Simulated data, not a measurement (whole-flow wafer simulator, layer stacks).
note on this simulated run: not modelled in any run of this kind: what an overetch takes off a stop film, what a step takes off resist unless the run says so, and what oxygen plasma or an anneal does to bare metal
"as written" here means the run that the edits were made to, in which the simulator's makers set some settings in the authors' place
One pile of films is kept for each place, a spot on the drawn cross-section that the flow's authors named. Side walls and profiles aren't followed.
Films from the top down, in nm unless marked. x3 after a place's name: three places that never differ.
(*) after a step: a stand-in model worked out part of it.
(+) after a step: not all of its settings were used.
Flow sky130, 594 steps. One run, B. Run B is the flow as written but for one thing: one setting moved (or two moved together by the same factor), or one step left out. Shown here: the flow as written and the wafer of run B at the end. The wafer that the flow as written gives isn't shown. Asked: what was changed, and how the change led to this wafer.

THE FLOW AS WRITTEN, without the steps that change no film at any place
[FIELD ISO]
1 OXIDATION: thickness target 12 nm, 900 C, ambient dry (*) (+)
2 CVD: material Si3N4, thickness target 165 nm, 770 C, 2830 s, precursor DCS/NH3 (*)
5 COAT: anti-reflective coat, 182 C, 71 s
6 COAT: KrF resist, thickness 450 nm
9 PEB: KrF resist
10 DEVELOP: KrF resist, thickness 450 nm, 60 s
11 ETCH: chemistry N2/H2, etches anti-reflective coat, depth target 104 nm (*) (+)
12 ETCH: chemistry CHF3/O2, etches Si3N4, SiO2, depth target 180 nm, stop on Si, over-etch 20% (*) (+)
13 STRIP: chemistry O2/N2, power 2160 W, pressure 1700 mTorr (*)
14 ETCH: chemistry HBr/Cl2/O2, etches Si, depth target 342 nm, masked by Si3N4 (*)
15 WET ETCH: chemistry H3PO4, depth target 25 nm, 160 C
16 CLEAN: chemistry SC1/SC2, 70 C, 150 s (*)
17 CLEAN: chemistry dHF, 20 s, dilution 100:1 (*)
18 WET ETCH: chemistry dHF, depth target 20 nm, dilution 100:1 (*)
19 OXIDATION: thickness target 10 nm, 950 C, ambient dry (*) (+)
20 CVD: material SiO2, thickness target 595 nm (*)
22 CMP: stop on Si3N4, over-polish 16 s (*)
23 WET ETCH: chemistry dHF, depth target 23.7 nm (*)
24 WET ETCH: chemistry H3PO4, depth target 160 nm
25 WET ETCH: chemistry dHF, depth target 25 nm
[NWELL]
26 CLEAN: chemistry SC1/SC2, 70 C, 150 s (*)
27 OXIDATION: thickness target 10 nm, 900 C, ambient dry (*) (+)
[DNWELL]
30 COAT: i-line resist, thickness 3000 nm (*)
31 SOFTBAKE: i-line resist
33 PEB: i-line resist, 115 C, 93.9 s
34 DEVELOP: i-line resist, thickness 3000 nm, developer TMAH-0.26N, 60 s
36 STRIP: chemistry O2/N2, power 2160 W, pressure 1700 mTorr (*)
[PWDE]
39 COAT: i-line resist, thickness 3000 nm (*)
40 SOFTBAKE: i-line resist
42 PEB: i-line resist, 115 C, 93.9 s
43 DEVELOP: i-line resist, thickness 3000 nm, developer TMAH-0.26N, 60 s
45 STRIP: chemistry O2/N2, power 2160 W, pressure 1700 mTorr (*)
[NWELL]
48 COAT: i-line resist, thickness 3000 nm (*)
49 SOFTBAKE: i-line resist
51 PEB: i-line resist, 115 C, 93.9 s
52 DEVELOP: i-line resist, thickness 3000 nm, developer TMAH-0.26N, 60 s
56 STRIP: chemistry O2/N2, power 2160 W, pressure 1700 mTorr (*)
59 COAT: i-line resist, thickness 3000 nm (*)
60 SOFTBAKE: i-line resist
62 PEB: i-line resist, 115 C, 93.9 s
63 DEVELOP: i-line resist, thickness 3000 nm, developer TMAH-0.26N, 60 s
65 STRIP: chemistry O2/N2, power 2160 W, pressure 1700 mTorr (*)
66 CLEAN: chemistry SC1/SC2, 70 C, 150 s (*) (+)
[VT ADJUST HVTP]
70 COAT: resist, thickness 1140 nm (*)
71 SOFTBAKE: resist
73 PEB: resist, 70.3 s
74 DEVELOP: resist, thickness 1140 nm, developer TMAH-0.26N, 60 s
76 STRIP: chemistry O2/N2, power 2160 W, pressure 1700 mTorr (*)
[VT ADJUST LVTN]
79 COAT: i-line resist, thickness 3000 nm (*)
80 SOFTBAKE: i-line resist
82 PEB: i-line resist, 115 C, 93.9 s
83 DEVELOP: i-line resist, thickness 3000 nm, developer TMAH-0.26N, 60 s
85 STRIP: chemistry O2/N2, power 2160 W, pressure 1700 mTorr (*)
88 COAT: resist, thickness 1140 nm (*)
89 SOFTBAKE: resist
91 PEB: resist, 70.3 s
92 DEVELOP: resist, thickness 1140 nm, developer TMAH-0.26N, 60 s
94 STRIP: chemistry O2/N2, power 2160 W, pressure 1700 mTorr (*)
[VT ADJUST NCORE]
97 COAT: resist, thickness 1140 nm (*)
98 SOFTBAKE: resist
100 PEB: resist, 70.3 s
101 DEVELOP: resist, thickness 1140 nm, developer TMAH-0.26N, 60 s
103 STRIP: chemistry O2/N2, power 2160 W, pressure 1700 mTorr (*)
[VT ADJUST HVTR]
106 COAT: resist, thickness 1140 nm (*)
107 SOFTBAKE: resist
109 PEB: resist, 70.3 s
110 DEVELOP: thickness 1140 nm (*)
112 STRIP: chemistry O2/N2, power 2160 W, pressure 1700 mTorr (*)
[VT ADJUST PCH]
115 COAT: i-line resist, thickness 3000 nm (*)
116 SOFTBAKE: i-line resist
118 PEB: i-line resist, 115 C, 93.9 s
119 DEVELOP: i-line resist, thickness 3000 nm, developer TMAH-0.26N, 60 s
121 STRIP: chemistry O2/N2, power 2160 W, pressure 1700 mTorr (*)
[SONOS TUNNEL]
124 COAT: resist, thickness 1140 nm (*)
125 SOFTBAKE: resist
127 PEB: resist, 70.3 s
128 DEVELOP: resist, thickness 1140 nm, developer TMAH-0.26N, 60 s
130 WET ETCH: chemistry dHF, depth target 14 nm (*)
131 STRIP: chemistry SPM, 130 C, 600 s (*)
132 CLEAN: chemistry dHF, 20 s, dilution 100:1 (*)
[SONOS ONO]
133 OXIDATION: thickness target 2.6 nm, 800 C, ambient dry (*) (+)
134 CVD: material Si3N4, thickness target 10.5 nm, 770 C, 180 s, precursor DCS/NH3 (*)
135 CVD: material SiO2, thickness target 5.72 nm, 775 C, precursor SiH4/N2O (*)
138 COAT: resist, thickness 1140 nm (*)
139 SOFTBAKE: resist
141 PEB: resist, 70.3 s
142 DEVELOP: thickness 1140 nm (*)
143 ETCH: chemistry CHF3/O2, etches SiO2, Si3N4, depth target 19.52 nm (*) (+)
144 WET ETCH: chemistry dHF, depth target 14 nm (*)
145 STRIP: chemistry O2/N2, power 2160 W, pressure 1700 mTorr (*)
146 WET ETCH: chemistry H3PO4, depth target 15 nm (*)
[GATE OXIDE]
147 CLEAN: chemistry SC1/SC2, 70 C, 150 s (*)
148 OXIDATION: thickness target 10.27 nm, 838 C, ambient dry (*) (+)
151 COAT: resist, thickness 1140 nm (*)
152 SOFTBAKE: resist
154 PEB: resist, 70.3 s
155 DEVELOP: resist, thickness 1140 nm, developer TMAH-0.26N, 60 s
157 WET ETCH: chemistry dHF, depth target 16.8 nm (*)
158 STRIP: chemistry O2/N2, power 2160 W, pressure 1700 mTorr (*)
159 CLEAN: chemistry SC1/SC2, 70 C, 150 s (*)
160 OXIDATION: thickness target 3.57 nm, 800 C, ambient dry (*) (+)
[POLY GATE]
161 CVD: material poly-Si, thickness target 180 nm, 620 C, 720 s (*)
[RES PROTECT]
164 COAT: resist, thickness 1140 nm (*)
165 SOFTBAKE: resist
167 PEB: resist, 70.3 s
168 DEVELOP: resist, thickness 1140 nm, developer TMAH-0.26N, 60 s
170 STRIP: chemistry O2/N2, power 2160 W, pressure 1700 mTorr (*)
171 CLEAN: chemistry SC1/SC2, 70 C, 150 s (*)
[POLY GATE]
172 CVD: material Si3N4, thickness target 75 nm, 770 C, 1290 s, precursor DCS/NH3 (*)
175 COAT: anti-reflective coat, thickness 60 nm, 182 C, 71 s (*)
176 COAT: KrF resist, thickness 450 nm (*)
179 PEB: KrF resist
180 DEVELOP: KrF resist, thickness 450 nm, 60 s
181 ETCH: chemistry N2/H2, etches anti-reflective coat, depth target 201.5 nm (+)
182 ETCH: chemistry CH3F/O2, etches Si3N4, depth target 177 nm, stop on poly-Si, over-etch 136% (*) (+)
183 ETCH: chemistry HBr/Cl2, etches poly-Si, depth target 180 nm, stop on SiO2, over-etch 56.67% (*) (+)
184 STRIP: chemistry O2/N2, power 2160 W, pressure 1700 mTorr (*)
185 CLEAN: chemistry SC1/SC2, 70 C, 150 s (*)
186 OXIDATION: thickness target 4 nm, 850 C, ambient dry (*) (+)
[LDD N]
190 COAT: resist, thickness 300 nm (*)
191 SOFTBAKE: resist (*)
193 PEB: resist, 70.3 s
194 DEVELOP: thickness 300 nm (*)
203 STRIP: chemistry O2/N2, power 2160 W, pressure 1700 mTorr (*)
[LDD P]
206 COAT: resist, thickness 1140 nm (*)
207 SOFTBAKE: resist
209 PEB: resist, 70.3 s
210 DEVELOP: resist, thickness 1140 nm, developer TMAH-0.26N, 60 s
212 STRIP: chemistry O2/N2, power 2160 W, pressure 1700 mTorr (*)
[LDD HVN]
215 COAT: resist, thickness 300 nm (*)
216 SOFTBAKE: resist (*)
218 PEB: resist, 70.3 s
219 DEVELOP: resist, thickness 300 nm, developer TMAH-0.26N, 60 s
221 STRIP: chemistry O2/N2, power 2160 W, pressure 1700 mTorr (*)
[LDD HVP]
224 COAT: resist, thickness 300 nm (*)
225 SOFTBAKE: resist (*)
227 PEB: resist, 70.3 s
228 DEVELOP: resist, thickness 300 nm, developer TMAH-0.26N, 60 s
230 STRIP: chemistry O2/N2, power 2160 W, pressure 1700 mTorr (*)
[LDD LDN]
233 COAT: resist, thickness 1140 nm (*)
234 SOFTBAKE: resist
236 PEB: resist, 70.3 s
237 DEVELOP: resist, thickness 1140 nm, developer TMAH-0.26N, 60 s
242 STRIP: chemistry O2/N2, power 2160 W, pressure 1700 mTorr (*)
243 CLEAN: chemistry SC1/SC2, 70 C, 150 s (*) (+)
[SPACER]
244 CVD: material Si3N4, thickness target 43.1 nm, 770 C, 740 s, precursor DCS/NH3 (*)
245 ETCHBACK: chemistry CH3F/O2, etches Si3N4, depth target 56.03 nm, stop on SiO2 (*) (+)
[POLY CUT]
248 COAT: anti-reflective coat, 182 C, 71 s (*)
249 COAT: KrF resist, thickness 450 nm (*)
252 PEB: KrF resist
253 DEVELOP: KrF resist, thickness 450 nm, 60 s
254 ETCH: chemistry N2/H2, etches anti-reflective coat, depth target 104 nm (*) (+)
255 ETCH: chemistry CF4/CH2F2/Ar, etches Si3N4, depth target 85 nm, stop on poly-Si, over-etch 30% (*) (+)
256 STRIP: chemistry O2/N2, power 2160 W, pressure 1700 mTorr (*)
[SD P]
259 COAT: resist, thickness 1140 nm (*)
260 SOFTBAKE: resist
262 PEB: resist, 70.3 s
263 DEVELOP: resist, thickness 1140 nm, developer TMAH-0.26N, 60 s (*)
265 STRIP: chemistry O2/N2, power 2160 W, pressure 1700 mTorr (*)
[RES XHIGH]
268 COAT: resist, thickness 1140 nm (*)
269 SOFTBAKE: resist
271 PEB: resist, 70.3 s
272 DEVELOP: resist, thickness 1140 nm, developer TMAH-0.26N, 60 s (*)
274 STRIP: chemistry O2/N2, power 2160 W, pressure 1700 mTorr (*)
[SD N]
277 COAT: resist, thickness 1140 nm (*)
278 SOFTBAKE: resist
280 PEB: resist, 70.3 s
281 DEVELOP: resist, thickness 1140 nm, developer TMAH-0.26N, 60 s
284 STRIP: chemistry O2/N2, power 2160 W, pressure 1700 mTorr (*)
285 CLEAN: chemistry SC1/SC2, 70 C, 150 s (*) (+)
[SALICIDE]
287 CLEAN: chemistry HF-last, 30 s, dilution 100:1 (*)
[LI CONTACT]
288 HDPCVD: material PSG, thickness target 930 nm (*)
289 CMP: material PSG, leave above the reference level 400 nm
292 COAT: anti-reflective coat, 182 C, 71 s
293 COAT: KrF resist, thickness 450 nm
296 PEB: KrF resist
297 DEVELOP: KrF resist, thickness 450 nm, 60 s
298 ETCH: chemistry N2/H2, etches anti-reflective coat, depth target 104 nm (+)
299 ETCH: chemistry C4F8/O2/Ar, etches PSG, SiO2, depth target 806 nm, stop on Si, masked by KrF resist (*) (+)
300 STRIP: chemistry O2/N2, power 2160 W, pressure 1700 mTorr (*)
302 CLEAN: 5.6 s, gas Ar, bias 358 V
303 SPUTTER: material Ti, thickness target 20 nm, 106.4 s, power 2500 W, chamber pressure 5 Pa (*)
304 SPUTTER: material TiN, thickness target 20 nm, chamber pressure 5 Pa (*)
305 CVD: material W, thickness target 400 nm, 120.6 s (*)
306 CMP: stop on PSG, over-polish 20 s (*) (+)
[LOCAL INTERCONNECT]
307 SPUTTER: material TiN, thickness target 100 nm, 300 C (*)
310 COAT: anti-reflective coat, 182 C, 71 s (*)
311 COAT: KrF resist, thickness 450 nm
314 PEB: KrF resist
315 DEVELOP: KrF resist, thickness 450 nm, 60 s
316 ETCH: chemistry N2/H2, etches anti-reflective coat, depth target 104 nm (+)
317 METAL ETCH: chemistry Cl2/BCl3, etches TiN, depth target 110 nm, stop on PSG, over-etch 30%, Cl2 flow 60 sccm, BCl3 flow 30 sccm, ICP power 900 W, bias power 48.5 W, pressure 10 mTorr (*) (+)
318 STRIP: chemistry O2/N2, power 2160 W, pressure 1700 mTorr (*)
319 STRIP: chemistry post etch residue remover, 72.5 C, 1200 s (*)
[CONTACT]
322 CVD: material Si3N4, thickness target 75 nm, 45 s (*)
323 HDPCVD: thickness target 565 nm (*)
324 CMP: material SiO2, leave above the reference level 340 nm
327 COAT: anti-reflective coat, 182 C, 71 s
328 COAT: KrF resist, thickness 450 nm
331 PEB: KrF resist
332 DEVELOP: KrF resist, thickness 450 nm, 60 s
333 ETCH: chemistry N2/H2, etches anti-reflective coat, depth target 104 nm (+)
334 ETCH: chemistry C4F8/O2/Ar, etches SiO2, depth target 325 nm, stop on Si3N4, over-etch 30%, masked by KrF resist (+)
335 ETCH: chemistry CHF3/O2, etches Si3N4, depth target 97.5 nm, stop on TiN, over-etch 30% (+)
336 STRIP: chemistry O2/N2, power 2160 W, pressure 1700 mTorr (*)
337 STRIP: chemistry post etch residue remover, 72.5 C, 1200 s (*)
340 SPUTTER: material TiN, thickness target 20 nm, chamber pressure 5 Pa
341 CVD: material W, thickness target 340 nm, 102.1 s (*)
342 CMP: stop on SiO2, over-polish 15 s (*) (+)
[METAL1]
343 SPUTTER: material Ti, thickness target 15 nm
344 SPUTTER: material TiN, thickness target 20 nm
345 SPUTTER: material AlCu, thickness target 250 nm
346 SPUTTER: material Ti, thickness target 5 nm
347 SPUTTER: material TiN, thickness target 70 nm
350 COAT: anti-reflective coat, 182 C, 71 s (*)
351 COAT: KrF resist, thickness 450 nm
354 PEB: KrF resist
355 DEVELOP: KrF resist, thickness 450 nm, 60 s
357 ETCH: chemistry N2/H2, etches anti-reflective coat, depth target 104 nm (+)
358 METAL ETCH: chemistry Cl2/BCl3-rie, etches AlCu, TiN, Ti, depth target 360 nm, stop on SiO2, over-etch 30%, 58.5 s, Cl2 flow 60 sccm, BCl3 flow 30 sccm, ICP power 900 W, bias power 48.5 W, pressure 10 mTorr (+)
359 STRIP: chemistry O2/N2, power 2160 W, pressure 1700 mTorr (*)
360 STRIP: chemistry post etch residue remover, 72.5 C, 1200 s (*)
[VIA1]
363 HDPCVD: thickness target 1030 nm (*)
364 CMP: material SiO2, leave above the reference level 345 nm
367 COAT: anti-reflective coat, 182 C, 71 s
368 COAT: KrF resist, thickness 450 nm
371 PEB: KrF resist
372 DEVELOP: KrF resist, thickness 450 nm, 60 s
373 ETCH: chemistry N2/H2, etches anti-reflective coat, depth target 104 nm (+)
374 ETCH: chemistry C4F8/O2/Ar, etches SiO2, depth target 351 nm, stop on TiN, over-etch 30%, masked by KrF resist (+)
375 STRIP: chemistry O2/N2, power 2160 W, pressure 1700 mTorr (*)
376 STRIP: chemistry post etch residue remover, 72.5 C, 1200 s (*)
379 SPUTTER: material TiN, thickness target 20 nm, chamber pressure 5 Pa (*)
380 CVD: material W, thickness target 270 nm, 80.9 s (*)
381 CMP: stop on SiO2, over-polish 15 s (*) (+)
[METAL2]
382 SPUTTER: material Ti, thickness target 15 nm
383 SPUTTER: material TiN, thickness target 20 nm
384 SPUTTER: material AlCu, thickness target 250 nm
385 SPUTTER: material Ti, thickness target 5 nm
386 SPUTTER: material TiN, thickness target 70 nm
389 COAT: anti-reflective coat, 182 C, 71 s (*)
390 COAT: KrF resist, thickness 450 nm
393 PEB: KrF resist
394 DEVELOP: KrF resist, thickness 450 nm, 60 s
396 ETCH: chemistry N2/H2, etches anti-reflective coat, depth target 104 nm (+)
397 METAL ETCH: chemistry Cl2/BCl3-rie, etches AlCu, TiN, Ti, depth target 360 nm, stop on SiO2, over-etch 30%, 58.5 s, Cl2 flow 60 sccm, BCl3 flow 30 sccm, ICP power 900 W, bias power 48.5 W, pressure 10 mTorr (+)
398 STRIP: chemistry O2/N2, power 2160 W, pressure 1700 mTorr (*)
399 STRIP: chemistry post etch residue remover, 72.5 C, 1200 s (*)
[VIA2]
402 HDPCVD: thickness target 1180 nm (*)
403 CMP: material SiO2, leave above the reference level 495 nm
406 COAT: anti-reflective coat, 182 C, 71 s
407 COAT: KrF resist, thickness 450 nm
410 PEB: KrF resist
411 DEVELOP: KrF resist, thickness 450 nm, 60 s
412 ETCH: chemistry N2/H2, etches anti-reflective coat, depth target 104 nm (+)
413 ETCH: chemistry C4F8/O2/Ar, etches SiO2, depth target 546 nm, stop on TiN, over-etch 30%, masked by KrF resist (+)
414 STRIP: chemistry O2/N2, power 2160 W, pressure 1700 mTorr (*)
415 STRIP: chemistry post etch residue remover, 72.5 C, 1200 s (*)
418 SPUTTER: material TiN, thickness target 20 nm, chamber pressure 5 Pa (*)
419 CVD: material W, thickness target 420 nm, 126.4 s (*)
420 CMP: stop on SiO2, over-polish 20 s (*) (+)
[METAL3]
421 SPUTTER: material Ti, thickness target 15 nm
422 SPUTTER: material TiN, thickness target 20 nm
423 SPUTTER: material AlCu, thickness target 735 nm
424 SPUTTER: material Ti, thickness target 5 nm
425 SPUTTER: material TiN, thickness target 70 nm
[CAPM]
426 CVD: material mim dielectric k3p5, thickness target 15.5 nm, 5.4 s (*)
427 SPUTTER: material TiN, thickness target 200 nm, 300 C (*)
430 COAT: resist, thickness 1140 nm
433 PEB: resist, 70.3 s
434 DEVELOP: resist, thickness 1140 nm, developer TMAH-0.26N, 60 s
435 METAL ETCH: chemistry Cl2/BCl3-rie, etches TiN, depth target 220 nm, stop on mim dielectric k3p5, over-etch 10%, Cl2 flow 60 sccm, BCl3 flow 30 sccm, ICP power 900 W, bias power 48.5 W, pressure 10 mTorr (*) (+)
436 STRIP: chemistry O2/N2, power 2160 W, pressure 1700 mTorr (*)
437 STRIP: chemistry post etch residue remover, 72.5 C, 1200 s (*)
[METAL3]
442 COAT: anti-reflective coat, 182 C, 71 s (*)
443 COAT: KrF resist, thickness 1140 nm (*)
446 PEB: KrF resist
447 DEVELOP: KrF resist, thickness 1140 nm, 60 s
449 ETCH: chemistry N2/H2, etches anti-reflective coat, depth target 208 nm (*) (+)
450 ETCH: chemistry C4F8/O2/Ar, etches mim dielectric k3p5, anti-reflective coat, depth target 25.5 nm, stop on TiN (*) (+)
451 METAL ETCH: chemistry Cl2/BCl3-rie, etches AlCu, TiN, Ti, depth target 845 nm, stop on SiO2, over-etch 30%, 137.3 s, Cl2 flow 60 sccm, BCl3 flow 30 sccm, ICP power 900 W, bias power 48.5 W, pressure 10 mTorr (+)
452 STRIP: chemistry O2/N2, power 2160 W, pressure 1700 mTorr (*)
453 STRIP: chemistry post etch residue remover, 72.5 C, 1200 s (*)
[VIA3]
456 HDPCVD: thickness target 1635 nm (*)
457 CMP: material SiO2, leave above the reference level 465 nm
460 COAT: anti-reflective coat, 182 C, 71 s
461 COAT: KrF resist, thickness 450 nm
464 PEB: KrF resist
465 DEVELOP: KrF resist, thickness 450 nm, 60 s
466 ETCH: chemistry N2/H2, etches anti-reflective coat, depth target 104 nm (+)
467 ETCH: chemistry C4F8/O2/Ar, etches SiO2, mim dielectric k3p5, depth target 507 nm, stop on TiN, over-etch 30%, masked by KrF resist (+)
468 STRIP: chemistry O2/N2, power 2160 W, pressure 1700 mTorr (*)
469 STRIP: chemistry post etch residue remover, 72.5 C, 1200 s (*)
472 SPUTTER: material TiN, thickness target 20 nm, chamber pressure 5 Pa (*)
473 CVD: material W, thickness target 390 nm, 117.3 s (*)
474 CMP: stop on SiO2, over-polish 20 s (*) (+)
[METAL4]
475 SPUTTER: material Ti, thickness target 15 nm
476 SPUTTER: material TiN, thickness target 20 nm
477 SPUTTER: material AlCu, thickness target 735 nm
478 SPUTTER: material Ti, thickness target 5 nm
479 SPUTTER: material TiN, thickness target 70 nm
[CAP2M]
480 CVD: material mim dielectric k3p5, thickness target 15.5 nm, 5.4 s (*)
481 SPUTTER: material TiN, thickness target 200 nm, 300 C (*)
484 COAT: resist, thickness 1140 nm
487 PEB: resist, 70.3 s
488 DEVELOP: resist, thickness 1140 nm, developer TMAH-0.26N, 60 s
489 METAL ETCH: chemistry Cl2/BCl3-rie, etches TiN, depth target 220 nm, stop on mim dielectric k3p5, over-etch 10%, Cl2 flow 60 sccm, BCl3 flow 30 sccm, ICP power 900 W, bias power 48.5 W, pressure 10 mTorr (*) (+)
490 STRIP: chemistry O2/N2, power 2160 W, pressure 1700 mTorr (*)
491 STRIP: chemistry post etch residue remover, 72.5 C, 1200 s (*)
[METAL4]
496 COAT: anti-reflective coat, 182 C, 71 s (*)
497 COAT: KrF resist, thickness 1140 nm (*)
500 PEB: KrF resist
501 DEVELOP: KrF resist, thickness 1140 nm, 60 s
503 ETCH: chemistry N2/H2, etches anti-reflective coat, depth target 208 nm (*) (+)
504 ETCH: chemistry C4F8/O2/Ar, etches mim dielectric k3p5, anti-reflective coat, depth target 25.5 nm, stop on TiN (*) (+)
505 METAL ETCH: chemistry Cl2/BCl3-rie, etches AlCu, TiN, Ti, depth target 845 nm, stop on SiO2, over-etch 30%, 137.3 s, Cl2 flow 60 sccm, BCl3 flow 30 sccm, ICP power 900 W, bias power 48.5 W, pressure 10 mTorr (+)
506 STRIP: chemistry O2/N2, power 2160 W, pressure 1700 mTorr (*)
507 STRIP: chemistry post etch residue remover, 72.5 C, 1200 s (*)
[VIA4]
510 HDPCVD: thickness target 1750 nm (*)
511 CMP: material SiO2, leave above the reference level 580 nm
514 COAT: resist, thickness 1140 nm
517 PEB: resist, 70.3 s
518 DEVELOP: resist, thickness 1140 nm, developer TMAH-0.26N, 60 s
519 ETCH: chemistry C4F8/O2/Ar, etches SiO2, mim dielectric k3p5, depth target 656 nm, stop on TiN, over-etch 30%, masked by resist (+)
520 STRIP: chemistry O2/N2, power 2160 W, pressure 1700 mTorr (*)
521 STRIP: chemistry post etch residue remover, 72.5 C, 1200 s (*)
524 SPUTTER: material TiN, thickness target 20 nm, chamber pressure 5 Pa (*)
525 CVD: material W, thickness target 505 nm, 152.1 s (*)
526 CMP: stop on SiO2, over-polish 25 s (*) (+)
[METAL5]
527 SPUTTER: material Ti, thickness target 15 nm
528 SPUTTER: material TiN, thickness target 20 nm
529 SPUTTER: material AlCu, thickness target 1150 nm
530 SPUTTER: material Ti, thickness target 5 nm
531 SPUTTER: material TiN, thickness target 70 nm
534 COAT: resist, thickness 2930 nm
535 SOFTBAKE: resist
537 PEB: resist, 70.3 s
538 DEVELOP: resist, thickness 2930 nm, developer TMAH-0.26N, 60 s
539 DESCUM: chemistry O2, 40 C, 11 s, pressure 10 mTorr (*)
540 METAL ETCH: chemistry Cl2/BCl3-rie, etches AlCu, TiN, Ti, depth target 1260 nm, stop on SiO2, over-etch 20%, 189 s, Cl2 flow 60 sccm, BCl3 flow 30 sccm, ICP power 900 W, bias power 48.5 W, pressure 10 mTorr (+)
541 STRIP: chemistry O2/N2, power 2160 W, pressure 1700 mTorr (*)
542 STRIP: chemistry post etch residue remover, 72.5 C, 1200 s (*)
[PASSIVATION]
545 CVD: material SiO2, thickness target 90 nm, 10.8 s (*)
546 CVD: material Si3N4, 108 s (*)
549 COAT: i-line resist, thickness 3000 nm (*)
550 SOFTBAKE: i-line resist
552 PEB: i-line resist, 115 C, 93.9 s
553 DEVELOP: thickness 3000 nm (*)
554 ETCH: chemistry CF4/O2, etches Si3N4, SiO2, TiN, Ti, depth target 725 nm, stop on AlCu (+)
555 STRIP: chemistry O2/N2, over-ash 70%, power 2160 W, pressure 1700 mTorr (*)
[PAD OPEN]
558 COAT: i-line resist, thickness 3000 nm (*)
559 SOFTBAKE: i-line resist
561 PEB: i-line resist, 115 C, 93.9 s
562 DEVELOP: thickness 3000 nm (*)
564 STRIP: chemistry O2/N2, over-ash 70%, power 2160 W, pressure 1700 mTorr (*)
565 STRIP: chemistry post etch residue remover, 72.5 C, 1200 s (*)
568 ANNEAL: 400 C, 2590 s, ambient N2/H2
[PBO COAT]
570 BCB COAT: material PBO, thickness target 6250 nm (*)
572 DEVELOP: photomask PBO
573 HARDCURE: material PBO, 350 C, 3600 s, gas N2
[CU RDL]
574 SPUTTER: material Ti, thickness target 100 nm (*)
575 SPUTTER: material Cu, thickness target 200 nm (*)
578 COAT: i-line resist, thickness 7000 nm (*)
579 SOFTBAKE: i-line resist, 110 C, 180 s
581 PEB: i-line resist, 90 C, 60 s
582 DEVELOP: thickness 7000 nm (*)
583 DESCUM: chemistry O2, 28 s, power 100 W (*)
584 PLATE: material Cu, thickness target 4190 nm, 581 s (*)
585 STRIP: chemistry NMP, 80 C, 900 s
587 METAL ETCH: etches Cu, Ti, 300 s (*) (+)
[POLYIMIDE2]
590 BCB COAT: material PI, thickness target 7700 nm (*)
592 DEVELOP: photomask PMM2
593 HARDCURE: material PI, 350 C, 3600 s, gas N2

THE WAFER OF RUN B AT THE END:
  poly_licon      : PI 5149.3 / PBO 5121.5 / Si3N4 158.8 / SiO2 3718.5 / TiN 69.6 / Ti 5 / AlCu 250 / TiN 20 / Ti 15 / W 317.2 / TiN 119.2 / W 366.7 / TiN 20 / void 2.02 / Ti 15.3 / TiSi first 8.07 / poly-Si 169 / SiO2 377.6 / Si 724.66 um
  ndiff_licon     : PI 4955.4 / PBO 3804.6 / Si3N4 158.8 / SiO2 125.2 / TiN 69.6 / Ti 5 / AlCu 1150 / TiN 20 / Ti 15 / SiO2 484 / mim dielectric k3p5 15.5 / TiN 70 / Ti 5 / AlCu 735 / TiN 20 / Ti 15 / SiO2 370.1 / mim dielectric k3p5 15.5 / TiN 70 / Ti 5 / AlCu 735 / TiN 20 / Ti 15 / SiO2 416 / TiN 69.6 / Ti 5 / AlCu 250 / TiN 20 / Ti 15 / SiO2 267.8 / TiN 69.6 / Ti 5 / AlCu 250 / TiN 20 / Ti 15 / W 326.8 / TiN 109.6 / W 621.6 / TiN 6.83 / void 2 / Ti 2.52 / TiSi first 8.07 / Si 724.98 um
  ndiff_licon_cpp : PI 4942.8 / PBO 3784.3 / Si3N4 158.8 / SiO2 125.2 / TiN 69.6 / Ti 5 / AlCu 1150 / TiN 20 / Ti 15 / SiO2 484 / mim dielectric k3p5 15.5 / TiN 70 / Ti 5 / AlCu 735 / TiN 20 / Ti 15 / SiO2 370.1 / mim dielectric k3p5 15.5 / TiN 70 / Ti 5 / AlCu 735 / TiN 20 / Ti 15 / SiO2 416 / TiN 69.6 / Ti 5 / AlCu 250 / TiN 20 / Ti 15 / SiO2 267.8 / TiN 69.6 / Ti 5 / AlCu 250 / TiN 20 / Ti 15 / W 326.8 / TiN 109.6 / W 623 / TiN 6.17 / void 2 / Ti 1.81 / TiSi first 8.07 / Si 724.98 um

The cause: step 568, ANNEAL: 3626 s was run, where the flow has 2590 s.

How the change led to this, step by step:
  568 ANNEAL: 400 C, 2590 s, ambient N2/H2
      poly_licon, rpo_hd_licon: under 11 films: void +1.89 (new film), Ti -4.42, TiSi first +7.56 (new film), poly-Si -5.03 (as written it would be: under 11 films: void +1.65 (new film), Ti -3.85, TiSi first +6.58 (new film), poly-Si -4.38)
      ndiff_licon, ndiff_licon_cpp: under 37 films: void +1.87 (new film), Ti -4.42, TiSi first +7.56 (new film), Si -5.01 (as written it would be: under 37 films: void +1.63 (new film), Ti -3.85, TiSi first +6.58 (new film), Si -4.36)
